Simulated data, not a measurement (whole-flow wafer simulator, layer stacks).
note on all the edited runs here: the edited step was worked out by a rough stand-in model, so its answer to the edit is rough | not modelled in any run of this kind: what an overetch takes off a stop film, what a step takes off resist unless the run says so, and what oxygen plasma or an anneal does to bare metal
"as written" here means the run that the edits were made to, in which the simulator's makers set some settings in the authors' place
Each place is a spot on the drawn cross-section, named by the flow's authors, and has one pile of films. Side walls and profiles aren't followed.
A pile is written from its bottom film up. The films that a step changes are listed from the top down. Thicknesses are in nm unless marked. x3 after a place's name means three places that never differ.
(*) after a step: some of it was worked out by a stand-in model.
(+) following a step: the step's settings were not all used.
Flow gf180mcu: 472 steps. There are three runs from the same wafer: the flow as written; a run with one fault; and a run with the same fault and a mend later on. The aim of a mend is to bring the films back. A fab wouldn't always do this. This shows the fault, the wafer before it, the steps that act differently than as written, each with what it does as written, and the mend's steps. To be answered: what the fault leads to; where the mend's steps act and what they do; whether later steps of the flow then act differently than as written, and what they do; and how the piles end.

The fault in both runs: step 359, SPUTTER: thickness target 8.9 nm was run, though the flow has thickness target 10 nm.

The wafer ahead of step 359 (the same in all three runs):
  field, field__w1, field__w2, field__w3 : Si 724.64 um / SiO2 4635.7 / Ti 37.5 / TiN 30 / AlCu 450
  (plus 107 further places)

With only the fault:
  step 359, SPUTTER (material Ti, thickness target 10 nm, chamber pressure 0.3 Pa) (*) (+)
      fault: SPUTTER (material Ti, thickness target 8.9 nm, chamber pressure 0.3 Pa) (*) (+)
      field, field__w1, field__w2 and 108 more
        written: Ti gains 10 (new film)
        fault: Ti gains 8.9 (new film)
  Steps further on in the flow that do not act as written (3 more steps, not shown, differ only slightly: by at most 2% or 0.5 nm, whichever is larger):
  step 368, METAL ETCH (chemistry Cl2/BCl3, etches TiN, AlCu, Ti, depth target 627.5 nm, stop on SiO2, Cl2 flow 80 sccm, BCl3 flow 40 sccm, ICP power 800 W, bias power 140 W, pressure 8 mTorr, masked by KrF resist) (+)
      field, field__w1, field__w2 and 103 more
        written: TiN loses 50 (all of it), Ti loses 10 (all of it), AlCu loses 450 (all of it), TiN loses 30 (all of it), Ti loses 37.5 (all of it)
        fault: TiN loses 50 (all of it), Ti loses 8.9 (all of it), AlCu loses 450 (all of it), TiN loses 30 (all of it), Ti loses 37.5 (all of it)
  At field__w8, contact, m1, m1__w1, m1_nw, the piles at the end differ from the flow's by more than 2% or 0.5 nm, whichever is larger.
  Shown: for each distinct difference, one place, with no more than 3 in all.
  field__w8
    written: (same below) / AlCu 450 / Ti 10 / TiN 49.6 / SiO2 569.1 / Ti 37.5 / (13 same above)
    fault: (same below) / AlCu 450 / Ti 8.9 / TiN 49.6 / SiO2 570.2 / Ti 37.5 / (13 same above)
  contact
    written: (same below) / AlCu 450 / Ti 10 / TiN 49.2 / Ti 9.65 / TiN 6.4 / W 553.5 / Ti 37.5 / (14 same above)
    fault: (same below) / AlCu 450 / Ti 8.9 / TiN 49.2 / Ti 9.65 / TiN 6.4 / W 554.6 / Ti 37.5 / (14 same above)

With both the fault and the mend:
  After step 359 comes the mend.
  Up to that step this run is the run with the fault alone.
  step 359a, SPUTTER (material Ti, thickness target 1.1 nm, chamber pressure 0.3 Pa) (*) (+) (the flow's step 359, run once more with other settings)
      field, field__w1, field__w2 and 108 more
        Ti gains 1.1
  None of the later steps of the flow acts differently than as written at any place that is followed.
  The piles end the same as the flow's at every place that both follow.
